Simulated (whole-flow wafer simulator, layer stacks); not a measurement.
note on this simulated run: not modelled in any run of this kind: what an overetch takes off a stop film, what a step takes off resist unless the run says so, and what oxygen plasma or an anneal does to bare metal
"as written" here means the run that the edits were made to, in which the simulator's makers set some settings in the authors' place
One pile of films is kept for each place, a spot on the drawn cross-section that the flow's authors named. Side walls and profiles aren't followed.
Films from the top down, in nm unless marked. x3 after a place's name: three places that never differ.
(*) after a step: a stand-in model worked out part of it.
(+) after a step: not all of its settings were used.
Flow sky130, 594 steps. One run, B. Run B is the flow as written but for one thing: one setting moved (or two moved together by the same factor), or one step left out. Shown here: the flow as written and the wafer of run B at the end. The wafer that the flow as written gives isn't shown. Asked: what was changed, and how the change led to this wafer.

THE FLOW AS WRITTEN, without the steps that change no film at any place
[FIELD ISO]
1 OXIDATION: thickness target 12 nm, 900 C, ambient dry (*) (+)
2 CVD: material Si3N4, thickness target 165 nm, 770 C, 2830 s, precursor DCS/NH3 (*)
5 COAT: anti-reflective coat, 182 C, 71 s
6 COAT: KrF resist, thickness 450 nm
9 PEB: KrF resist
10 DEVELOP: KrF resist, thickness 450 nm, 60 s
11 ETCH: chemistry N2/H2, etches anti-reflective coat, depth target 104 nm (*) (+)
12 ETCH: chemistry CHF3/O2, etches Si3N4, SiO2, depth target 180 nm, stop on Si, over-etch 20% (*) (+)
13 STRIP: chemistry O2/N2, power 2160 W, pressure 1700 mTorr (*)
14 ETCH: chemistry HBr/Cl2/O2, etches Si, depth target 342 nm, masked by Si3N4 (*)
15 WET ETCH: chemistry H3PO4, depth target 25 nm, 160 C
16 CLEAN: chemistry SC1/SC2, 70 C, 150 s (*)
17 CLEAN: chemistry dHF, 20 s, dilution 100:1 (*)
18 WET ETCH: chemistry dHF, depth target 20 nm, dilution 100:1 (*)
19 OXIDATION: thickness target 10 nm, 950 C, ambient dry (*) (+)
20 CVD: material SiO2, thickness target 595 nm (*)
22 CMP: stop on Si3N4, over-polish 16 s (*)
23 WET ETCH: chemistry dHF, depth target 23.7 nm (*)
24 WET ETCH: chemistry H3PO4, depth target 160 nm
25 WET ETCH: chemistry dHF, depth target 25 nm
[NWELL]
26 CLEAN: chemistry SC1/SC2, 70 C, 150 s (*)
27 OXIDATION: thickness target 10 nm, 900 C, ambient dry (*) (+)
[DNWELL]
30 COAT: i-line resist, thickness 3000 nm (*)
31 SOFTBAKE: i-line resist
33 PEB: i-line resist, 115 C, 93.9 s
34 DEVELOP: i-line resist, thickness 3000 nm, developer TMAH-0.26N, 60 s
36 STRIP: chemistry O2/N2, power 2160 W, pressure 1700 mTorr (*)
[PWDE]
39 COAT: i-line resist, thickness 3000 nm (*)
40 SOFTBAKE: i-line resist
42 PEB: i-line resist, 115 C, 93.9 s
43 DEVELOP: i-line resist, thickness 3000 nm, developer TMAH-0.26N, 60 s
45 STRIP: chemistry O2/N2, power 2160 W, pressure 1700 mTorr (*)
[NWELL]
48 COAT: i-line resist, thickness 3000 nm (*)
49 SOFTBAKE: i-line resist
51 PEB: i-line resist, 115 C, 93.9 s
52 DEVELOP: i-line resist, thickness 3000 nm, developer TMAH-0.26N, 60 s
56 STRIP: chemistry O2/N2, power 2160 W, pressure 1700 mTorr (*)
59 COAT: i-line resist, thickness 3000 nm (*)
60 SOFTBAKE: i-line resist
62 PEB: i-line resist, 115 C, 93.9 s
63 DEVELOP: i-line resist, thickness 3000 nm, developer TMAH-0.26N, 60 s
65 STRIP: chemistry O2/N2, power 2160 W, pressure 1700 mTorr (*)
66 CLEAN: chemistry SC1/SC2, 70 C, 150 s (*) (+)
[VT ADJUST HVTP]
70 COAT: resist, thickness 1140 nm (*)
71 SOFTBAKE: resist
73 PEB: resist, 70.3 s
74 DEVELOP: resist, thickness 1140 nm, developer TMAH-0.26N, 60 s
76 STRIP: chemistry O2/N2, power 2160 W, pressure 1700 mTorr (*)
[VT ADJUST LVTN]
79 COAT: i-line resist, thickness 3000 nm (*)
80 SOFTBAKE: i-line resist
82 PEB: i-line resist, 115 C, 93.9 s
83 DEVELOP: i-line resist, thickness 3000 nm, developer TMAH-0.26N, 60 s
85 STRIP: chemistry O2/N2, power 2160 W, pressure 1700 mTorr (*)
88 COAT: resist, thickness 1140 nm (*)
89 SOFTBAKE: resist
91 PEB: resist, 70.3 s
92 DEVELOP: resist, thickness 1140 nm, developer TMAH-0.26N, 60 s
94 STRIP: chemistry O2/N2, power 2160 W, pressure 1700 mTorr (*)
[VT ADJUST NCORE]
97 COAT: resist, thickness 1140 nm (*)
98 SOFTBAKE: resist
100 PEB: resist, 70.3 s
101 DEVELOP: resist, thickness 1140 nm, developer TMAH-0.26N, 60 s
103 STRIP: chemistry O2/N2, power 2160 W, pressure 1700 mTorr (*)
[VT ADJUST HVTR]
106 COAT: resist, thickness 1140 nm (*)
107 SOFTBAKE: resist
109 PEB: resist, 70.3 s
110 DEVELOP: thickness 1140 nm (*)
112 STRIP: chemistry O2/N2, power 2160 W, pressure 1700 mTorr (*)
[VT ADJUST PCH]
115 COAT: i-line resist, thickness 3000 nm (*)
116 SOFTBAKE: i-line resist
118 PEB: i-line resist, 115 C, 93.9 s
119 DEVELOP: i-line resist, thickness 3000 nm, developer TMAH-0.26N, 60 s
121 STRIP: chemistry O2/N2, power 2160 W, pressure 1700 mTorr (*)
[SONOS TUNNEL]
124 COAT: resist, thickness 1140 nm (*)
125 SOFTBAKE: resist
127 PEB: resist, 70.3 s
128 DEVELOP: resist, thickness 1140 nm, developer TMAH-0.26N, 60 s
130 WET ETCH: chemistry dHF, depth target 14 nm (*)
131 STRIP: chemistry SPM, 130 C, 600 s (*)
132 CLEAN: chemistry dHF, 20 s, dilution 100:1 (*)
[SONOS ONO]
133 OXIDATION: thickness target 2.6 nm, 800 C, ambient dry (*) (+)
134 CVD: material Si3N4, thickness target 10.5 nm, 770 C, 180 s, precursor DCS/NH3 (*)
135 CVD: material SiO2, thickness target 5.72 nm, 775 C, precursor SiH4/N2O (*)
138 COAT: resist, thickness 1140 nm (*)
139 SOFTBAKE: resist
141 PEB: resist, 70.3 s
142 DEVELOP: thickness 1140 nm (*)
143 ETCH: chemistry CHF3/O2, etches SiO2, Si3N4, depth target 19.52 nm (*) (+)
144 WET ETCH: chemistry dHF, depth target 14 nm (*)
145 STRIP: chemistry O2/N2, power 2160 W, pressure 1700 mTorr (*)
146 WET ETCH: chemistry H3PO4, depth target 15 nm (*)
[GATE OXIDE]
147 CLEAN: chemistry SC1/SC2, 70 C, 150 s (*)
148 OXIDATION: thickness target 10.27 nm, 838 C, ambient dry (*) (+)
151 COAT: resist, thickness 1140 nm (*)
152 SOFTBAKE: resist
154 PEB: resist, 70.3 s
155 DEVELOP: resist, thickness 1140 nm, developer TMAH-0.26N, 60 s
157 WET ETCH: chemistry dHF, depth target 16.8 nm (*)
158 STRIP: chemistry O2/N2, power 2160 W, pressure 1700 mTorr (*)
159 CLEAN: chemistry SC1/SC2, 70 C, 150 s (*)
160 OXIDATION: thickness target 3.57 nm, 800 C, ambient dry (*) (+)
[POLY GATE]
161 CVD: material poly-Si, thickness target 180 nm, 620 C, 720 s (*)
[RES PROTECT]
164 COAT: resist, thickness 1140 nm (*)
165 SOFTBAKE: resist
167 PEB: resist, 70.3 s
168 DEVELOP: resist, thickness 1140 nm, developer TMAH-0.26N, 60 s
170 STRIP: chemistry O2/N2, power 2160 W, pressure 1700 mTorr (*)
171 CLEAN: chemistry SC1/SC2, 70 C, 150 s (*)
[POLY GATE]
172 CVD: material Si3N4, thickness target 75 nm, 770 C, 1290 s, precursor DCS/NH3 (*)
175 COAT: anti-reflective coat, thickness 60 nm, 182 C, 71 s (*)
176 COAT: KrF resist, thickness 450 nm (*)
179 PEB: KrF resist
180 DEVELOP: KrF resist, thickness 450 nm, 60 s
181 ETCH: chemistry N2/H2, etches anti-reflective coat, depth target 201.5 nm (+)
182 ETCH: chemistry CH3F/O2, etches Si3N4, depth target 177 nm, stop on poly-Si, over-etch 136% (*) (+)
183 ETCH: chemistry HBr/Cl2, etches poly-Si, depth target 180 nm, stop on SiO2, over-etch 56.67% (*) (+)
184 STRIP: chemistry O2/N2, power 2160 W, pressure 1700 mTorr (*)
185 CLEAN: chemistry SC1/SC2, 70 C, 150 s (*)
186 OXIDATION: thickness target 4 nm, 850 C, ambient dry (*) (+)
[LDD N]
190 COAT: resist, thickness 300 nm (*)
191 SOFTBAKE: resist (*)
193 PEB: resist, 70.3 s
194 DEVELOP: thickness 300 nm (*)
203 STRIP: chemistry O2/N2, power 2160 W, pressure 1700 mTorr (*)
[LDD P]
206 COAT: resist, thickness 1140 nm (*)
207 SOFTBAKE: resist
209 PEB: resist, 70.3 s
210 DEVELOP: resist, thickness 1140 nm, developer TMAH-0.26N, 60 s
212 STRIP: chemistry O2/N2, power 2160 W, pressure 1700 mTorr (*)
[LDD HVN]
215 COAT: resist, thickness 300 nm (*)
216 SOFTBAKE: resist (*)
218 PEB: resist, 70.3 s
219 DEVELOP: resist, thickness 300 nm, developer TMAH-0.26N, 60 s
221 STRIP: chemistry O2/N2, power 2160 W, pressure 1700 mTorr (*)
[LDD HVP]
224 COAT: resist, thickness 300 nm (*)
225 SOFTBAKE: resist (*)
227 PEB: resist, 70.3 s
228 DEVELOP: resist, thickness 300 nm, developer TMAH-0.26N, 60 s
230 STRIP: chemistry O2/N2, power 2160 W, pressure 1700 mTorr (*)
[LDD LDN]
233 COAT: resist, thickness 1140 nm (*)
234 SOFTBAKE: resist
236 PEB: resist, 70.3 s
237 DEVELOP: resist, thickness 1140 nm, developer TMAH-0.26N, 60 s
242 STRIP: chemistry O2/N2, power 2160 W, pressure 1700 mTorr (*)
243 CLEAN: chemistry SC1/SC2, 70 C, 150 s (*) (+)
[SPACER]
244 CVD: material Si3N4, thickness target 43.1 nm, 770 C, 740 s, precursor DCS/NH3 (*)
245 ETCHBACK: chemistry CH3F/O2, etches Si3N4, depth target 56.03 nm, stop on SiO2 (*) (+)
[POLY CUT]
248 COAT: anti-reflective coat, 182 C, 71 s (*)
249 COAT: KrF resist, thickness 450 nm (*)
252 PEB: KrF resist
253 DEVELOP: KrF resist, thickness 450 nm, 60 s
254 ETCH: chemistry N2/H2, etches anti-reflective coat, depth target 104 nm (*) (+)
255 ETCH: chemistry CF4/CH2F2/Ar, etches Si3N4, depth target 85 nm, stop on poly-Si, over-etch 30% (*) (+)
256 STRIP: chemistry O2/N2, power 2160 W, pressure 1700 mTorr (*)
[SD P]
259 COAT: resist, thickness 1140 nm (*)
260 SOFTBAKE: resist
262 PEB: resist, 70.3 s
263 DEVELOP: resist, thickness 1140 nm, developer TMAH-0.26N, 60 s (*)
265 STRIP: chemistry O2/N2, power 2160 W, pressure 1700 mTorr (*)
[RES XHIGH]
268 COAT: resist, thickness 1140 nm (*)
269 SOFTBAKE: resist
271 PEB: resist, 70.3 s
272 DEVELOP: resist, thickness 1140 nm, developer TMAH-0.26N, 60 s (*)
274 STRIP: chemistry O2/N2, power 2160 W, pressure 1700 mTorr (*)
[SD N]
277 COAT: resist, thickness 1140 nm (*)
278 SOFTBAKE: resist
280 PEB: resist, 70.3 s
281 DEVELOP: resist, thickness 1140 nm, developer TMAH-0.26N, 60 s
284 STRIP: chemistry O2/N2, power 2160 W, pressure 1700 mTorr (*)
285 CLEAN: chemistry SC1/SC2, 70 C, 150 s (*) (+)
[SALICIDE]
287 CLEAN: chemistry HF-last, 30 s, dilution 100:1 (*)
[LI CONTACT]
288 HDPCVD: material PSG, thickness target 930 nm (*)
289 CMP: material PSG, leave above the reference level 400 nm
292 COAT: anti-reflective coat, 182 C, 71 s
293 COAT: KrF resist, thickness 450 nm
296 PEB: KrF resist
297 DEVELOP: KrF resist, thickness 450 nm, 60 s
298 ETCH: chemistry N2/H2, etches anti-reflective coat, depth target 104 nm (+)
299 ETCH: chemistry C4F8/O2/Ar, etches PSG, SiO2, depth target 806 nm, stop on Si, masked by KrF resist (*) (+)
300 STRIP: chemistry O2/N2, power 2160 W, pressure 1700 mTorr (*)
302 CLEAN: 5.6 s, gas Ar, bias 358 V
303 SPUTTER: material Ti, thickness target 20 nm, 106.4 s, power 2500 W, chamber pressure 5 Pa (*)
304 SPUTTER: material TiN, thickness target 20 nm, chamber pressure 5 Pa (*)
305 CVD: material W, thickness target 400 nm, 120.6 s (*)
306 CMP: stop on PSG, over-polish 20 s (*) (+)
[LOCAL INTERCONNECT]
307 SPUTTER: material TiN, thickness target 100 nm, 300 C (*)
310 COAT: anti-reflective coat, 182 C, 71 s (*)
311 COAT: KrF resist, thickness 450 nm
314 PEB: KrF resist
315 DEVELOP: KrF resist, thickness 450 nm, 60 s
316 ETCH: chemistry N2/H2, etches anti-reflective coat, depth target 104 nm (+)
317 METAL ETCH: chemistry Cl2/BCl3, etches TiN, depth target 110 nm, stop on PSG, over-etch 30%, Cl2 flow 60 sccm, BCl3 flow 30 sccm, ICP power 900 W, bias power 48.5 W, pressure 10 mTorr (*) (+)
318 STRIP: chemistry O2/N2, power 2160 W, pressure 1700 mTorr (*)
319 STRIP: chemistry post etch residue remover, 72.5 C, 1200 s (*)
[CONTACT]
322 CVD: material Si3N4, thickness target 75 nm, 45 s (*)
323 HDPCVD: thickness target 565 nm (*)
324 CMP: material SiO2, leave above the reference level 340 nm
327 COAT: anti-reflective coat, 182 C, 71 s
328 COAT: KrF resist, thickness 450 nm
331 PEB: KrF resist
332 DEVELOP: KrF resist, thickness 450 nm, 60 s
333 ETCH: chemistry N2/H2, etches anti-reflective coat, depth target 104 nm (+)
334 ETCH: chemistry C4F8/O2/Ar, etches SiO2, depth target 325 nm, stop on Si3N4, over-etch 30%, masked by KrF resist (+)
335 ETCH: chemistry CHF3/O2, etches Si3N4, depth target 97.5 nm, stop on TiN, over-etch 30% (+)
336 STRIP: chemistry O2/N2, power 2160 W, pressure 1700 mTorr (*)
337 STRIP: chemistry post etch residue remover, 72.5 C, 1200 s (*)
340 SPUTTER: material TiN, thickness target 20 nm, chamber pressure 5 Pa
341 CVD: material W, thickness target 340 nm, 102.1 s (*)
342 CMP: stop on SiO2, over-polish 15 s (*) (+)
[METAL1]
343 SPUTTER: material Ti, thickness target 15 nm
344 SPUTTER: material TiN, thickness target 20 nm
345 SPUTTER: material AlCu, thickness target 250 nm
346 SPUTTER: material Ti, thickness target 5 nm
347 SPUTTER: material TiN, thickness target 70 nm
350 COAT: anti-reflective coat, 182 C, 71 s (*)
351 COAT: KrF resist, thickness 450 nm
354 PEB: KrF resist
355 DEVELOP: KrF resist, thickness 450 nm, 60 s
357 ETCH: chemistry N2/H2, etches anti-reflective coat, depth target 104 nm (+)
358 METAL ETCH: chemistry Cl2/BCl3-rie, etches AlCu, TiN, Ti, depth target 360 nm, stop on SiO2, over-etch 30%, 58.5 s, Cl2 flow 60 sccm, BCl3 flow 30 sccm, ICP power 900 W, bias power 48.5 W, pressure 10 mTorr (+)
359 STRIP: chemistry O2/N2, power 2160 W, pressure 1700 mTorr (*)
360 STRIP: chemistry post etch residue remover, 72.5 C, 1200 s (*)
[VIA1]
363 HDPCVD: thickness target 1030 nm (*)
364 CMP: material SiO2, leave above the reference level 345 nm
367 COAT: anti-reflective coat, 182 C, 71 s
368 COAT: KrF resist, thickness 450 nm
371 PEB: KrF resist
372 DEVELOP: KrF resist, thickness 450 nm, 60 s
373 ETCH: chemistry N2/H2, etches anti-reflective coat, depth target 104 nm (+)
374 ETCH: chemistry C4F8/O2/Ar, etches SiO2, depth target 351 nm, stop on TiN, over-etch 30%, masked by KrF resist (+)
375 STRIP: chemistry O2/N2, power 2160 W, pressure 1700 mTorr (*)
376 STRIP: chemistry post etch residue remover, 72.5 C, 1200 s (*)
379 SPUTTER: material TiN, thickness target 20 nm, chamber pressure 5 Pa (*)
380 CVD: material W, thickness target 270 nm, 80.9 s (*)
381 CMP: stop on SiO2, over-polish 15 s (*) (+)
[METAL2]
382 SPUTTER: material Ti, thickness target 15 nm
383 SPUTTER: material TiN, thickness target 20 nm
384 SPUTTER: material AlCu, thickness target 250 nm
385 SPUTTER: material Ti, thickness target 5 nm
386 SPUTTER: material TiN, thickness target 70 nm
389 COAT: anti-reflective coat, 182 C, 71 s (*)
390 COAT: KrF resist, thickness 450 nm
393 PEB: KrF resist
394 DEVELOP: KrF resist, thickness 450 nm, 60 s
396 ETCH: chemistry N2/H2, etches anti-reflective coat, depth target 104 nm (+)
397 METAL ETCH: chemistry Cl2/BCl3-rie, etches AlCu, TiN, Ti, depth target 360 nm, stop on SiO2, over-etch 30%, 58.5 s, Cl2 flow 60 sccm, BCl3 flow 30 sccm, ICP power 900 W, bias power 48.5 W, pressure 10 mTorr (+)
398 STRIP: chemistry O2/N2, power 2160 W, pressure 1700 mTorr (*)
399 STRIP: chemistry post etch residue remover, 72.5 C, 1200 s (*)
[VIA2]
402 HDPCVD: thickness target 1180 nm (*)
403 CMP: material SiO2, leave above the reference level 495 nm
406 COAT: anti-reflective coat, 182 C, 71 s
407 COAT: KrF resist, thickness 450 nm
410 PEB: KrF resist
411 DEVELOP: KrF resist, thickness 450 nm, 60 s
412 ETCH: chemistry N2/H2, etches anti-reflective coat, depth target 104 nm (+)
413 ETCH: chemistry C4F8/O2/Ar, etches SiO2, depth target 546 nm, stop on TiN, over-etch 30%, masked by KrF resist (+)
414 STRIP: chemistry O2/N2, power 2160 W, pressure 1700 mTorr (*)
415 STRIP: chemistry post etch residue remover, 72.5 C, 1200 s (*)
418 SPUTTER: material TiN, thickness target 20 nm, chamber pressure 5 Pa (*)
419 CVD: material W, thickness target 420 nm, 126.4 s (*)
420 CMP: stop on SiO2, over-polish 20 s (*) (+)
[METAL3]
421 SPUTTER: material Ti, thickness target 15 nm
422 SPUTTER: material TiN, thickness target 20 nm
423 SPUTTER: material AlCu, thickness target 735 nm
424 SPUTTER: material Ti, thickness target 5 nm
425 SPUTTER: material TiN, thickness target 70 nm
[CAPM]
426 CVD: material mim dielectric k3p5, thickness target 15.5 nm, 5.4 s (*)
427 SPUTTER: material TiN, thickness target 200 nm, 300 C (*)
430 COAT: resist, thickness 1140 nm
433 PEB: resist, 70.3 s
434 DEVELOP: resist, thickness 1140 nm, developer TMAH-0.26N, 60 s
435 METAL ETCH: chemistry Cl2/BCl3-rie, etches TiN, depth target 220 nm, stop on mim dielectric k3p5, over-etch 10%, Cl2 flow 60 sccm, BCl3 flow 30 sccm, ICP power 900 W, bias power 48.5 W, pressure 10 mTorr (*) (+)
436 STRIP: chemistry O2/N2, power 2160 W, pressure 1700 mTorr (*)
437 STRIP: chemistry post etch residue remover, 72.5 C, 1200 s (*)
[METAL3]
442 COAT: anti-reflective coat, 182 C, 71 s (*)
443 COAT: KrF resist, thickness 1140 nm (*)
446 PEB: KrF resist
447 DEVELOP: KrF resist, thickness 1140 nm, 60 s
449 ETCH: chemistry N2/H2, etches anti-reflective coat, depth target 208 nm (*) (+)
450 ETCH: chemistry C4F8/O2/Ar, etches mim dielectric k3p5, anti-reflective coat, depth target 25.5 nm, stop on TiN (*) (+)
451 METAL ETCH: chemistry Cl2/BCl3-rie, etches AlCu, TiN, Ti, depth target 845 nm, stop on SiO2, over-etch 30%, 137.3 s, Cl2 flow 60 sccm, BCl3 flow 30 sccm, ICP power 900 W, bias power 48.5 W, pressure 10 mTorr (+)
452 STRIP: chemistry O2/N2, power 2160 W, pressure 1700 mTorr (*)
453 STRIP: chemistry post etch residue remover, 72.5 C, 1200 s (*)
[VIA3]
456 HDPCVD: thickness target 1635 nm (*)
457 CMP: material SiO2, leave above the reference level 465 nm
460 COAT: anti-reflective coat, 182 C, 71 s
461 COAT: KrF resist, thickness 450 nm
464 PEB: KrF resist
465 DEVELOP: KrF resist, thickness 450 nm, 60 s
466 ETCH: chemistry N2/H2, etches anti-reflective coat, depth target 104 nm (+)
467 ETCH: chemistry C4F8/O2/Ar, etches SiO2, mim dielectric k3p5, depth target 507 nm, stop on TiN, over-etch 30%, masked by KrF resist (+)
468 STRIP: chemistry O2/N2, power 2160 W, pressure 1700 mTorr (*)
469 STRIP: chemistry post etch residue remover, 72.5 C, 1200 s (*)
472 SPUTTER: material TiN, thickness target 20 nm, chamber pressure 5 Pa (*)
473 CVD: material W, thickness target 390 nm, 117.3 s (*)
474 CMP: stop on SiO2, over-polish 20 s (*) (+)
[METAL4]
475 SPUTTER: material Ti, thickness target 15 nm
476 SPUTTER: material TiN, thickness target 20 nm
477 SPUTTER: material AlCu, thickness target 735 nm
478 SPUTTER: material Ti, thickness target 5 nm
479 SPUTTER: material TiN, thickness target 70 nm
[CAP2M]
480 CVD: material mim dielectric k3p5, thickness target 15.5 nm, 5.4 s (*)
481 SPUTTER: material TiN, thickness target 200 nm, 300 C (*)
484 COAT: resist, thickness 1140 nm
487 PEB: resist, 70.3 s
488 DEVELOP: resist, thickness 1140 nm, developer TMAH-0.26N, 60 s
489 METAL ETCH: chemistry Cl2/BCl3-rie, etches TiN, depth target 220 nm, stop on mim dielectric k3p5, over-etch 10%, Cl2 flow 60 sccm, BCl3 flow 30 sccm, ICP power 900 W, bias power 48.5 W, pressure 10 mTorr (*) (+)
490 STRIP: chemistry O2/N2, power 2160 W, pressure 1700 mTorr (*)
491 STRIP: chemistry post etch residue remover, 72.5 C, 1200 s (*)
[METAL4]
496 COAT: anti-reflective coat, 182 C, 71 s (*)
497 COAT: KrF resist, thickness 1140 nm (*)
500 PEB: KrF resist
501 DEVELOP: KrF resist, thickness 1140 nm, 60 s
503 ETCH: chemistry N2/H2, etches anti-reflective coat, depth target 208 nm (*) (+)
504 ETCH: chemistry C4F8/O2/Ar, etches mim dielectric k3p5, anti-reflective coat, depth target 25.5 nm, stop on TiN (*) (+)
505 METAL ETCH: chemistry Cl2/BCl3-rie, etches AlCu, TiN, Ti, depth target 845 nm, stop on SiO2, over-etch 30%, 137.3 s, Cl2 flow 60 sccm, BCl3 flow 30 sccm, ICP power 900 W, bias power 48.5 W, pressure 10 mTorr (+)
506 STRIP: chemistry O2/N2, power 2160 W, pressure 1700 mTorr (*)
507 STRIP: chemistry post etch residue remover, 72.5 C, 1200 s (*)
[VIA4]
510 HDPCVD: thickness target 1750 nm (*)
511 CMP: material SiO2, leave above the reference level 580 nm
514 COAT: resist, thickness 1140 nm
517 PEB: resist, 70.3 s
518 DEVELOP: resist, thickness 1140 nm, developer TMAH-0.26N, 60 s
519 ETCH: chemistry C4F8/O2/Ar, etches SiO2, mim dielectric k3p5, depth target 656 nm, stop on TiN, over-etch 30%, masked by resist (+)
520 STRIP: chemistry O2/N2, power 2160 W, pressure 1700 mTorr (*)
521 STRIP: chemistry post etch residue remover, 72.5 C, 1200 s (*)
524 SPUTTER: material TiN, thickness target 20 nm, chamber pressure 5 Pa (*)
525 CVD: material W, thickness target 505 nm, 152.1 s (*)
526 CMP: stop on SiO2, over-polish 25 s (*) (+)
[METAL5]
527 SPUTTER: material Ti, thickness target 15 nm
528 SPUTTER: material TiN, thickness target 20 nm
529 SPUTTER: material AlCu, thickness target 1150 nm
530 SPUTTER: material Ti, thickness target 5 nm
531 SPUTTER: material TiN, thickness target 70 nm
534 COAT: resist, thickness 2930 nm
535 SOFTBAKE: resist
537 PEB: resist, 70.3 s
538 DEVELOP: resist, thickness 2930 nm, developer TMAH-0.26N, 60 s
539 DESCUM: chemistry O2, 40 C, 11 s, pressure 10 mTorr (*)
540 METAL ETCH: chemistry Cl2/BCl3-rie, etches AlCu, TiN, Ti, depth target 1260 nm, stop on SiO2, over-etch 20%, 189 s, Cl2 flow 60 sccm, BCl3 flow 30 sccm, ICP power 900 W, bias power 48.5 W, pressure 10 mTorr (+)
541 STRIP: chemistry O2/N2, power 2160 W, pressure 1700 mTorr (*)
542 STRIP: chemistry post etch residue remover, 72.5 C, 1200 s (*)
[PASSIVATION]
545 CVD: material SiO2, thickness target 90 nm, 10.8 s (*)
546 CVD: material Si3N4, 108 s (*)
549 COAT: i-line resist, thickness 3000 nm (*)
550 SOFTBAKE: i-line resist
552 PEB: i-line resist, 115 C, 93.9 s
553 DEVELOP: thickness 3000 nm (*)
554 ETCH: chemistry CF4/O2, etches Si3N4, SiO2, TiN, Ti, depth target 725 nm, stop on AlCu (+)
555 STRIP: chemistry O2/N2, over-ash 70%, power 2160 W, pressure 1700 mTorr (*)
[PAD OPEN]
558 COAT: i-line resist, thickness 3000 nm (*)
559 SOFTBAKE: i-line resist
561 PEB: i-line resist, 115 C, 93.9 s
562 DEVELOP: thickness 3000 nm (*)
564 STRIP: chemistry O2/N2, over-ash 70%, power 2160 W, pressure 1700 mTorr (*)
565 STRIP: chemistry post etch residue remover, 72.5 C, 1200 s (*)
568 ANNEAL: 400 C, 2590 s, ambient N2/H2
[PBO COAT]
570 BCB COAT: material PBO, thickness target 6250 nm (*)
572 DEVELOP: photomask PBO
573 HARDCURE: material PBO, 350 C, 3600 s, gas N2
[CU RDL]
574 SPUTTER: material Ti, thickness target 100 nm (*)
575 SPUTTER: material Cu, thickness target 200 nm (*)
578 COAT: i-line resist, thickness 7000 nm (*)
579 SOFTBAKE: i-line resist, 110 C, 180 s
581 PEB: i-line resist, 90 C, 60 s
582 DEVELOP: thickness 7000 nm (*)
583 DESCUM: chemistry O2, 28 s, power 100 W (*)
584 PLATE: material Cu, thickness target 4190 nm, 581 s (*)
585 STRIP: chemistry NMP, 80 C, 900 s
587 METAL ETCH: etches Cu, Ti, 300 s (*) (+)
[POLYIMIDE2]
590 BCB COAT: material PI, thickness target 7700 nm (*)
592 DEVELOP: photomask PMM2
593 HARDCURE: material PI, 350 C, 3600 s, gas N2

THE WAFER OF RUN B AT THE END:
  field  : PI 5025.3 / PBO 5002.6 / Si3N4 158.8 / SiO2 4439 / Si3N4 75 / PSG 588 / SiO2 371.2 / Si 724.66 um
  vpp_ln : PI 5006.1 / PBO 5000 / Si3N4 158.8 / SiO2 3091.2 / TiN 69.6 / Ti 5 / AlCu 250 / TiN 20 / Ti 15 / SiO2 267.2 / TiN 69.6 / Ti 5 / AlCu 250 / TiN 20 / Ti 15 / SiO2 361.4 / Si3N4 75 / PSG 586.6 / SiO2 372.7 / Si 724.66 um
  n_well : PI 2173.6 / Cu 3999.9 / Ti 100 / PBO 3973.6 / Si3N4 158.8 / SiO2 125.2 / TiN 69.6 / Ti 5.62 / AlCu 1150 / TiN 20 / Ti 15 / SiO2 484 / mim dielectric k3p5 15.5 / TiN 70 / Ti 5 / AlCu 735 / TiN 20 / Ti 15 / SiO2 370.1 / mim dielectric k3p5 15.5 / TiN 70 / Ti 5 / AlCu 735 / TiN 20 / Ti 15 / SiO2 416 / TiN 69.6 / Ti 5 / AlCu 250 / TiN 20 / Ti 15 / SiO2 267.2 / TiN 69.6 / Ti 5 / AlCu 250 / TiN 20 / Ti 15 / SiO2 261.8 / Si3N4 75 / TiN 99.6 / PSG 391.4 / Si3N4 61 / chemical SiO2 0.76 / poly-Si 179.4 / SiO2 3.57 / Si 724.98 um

The cause: step 530, SPUTTER: thickness target 5.62 nm was run, where the flow has thickness target 5 nm.
It can be read off the wafer: n_well has Ti 5.62, and step 530 as written asks for 5 nm.

How the change led to this, step by step:
  530 SPUTTER: material Ti, thickness target 5 nm
      field, active, n_well and 190 more: Ti +5.62 (new film) (as written it would be: Ti +5 (new film))
  540 METAL ETCH: chemistry Cl2/BCl3-rie, etches AlCu, TiN, Ti, depth target 1260 nm, stop on SiO2, over-etch 20%, 189 s, Cl2 flow 60 sccm, BCl3 flow 30 sccm, ICP power 900 W, bias power 48.5 W, pressure 10 mTorr (+)
      field, active, gate and 175 more: TiN -70 (all of it), Ti -5.62 (all of it), AlCu -1150 (all of it), TiN -20 (all of it), Ti -15 (all of it), SiO2 -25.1 (as written it would be: TiN -70 (all of it), Ti -5 (all of it), AlCu -1150 (all of it), TiN -20 (all of it), Ti -15 (all of it), SiO2 -25.2)
  554 ETCH: chemistry CF4/O2, etches Si3N4, SiO2, TiN, Ti, depth target 725 nm, stop on AlCu (+)
      pad: Si3N4 -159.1 (all of it), SiO2 -125.2 (all of it), TiN -69.6 (all of it), Ti -5.62 (all of it) (as written it would be: Si3N4 -159.1 (all of it), SiO2 -125.2 (all of it), TiN -69.6 (all of it), Ti -5 (all of it))
